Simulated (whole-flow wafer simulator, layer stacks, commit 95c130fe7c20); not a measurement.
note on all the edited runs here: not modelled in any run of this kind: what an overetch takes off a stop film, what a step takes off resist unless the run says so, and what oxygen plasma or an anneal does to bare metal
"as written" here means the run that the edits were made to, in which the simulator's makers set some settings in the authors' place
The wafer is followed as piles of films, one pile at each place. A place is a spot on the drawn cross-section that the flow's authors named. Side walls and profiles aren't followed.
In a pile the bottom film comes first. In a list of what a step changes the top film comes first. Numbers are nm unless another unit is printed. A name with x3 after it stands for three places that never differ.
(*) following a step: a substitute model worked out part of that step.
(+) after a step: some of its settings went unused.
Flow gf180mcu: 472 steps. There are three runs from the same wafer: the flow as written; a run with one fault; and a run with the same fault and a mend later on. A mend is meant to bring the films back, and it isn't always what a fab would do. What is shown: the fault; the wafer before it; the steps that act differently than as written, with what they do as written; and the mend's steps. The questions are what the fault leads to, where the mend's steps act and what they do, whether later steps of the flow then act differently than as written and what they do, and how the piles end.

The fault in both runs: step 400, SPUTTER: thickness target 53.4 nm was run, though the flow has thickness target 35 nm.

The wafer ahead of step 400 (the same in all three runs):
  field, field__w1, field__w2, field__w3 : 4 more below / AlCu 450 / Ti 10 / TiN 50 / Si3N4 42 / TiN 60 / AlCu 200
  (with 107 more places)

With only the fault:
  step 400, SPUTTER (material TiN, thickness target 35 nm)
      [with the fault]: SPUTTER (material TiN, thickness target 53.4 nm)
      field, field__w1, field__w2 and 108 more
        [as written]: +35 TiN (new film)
        [with the fault]: +53.4 TiN (new film)
  Later steps of the flow acting differently than as written (6 other steps are not shown; they differ only slightly, by no more than 2% or 0.5 nm, whichever is larger):
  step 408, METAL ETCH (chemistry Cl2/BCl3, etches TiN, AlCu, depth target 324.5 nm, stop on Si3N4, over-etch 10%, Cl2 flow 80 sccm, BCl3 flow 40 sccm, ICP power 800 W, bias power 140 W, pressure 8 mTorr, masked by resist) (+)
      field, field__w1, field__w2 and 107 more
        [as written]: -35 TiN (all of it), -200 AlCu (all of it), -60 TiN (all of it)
        [with the fault]: -53.4 TiN (all of it), -200 AlCu (all of it), -60 TiN (all of it)
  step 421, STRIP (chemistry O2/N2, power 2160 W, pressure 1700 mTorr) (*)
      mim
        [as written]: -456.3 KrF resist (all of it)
        [with the fault]: -442.6 KrF resist (all of it)
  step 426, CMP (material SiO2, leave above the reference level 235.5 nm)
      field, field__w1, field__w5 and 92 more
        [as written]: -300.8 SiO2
        [with the fault]: -282.4 SiO2
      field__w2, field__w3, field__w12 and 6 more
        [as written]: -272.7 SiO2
        [with the fault]: -254.3 SiO2
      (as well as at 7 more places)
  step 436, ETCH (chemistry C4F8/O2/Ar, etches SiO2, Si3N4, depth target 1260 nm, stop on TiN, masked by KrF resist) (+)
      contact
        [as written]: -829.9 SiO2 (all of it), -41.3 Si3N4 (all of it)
        [with the fault]: -848.3 SiO2 (all of it), -41.3 Si3N4 (all of it)
  The piles end different from the flow's at field__w8, contact, m1, m1__w1, mim, m1_nw by more than 2% or 0.5 nm, whichever is larger.
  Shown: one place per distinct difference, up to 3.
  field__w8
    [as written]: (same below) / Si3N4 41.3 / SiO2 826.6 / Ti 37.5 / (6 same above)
    [with the fault]: (same below) / Si3N4 41.3 / SiO2 845 / Ti 37.5 / (6 same above)
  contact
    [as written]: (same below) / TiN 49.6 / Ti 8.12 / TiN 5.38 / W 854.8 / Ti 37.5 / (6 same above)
    [with the fault]: (same below) / TiN 49.6 / Ti 8.03 / TiN 5.32 / W 873.3 / Ti 37.5 / (6 same above)
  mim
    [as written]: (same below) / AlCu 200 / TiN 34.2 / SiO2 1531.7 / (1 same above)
    [with the fault]: (same below) / AlCu 200 / TiN 52.6 / SiO2 1531.7 / (1 same above)

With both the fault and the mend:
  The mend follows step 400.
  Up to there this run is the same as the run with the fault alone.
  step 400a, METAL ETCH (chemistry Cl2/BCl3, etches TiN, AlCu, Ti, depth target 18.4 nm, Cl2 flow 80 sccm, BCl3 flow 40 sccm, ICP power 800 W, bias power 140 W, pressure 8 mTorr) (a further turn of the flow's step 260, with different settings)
      field, field__w1, field__w2 and 108 more
        -18.4 TiN
  Every later step of the flow that is run acts as written at every place that is followed.
  At every place that both follow, the piles at the end match the flow's.
